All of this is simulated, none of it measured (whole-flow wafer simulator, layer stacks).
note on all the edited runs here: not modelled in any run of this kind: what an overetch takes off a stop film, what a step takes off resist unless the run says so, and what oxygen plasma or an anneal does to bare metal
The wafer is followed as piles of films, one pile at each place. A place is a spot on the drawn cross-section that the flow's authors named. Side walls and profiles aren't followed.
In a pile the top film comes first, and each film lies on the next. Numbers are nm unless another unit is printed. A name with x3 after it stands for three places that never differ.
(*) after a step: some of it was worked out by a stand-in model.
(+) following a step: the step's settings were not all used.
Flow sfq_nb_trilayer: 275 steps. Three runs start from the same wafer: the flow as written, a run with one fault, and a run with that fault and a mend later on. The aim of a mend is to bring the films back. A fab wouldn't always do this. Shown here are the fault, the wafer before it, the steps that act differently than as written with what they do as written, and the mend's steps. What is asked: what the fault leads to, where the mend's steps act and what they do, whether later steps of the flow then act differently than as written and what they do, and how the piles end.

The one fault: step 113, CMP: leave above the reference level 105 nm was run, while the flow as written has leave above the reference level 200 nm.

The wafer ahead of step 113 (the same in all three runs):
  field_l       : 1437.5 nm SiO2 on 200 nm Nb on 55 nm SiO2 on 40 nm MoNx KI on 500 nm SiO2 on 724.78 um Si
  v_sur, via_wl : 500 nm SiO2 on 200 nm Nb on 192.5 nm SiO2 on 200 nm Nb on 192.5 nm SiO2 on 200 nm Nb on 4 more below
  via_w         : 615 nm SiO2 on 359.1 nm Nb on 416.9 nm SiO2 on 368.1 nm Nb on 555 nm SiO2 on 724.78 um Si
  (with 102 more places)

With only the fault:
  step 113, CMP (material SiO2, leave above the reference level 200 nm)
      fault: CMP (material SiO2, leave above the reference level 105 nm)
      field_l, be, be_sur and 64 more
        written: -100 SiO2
        fault: -195 SiO2
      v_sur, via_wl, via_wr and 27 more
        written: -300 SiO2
        fault: -395 SiO2
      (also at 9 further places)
  Later steps of the flow acting differently than as written (4 more steps, not shown, differ only slightly: by at most 2% or 0.5 nm, whichever is larger):
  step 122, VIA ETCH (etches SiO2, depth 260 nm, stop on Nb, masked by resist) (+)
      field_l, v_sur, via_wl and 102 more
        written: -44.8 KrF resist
        fault: -27.1 KrF resist
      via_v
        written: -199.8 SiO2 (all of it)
        fault: -104.8 SiO2 (all of it)
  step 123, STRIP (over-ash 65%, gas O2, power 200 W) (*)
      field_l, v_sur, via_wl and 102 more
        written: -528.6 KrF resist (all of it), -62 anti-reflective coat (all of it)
        fault: -546.3 KrF resist (all of it), -62 anti-reflective coat (all of it)
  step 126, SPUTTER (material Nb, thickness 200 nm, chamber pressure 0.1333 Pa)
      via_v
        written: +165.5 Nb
        fault: +186.7 Nb
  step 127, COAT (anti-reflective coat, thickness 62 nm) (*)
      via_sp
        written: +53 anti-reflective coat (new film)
        fault: +51.8 anti-reflective coat (new film)
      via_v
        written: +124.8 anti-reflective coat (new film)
        fault: +107.4 anti-reflective coat (new film)
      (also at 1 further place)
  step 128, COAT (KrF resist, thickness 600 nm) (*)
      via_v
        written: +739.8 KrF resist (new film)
        fault: +656 KrF resist (new film)
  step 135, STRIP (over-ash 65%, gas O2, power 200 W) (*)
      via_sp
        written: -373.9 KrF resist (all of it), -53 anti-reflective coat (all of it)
        fault: -382.6 KrF resist (all of it), -51.8 anti-reflective coat (all of it)
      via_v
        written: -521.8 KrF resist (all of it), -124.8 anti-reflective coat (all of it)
        fault: -438.2 KrF resist (all of it), -107.4 anti-reflective coat (all of it)
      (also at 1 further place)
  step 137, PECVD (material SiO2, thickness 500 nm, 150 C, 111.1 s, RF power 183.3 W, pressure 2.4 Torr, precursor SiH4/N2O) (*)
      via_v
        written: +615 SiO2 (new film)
        fault: +500 SiO2 (new film)
  The piles end different from the flow's at field_l, v_sur, via_wl and 103 more by more than 2% or 0.5 nm, whichever is larger.
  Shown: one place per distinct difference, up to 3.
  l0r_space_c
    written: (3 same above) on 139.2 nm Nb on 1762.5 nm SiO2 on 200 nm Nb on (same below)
    fault: (3 same above) on 139.2 nm Nb on 1667.5 nm SiO2 on 200 nm Nb on (same below)
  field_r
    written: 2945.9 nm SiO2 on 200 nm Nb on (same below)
    fault: 2850.9 nm SiO2 on 200 nm Nb on (same below)
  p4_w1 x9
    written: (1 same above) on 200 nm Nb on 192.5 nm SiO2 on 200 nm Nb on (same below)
    fault: (1 same above) on 200 nm Nb on 97.5 nm SiO2 on 200 nm Nb on (same below)

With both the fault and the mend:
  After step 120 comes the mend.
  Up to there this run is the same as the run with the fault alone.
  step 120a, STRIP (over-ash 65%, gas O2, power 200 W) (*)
      field_l, v_sur, via_wl and 102 more
        -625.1 KrF resist (all of it), -62 anti-reflective coat (all of it)
      via_v
        -62 anti-reflective coat (all of it)
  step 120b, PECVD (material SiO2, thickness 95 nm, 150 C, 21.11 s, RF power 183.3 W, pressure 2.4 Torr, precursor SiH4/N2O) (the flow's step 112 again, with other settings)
      field_l, v_sur, via_wl and 103 more
        +95 SiO2
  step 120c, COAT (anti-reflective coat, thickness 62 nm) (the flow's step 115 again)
      field_l, v_sur, via_wl and 103 more
        +62 anti-reflective coat (new film)
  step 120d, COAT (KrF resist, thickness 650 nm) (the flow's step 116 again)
      field_l, v_sur, via_wl and 103 more
        +650 KrF resist (new film)
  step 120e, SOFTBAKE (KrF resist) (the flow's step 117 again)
      alters no film at any place that is followed
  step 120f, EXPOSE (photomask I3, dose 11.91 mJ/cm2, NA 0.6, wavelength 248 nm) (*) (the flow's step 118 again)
      alters no film at any place that is followed
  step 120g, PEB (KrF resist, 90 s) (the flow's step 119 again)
      field_l, v_sur, via_wl and 103 more
        -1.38 KrF resist
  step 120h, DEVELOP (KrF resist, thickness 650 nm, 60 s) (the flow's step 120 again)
      field_l, v_sur, via_wl and 102 more
        -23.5 KrF resist
      via_v
        -648.6 KrF resist (all of it)
  Every later step of the flow that is run acts as written at every place that is followed.
  The piles end the same as the flow's at every place that both follow.
